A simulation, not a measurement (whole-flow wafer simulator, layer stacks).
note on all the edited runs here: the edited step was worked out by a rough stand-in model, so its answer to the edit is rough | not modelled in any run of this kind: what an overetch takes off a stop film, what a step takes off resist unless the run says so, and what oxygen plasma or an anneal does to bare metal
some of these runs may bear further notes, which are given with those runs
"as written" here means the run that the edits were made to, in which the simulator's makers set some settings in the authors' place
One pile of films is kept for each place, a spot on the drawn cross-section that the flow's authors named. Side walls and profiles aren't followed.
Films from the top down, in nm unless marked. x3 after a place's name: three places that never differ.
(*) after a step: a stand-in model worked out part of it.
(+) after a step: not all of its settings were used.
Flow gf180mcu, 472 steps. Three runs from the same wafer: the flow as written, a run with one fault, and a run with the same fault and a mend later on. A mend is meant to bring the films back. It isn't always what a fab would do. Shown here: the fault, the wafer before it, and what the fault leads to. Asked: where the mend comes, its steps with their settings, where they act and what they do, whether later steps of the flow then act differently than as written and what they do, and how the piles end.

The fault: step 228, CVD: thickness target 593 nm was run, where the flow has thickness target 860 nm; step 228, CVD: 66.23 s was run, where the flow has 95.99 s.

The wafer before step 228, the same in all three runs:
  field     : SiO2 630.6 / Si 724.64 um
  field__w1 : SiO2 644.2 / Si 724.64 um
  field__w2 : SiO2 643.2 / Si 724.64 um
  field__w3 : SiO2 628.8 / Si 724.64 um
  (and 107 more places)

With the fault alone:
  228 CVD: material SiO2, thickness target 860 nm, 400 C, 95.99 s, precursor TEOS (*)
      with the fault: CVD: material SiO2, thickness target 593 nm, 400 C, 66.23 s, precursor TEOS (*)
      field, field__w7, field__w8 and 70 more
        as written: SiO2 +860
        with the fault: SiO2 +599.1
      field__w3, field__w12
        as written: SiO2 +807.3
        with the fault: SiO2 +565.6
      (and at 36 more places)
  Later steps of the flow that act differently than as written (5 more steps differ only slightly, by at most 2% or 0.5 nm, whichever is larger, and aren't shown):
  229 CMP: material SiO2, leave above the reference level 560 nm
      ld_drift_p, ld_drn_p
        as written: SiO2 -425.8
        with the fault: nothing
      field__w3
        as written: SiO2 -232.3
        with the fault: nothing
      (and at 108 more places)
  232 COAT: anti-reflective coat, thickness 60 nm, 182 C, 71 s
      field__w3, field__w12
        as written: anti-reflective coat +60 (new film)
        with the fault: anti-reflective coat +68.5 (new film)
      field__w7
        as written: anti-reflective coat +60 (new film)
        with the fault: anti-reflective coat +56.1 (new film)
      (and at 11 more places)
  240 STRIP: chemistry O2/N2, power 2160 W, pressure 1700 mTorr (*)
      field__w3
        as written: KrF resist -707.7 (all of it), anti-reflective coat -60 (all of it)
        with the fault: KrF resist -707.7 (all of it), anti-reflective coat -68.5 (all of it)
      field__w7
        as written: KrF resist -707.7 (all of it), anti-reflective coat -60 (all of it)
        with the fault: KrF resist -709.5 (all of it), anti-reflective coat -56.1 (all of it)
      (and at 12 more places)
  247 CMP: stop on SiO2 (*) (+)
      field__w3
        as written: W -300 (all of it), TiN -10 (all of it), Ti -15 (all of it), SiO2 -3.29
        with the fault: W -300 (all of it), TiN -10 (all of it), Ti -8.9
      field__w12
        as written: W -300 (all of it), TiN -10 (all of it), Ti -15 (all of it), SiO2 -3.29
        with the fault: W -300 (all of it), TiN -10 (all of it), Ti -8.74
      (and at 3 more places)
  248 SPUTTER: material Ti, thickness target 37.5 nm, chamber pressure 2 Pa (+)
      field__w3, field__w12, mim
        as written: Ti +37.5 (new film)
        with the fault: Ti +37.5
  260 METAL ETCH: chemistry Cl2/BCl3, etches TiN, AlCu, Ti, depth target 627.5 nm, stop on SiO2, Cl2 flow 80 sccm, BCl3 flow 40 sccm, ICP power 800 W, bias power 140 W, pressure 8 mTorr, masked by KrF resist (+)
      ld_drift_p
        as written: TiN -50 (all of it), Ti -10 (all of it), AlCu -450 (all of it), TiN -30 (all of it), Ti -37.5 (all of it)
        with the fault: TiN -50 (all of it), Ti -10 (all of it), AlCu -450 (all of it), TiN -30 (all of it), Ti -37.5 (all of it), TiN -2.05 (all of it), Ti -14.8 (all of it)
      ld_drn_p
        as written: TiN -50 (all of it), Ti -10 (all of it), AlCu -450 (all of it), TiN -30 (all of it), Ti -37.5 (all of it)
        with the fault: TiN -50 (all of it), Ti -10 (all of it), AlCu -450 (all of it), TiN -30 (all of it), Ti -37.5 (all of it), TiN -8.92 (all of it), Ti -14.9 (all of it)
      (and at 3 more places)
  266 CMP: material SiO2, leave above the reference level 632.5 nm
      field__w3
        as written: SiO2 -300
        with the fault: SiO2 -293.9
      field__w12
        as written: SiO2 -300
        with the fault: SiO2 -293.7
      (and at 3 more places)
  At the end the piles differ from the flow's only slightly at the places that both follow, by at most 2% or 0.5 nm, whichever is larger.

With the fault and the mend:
  The mend comes after step 228.
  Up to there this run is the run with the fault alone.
  228a CVD: material SiO2, thickness target 267 nm, 400 C, 29.8 s, precursor TEOS (*) (the flow's step 228 once more, with other settings)
      field, field__w7, field__w8 and 72 more
        SiO2 +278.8
      field_sub__w1, field_sub__w4, field_sub__w5
        SiO2 +271.5
      nw_enc_fld_lv__w1, nw_enc_fld_lv__w3, nw_enc_fld_lv__w4
        SiO2 +269.2
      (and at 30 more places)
  Later steps of the flow that act differently than as written:
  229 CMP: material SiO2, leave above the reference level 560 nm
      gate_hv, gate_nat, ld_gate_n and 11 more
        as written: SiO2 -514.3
        with the mend: SiO2 -532.2
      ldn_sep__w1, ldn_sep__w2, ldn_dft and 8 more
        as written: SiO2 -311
        with the mend: SiO2 -328.9
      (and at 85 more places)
  At the end the piles are the same as the flow's at every place that both follow.
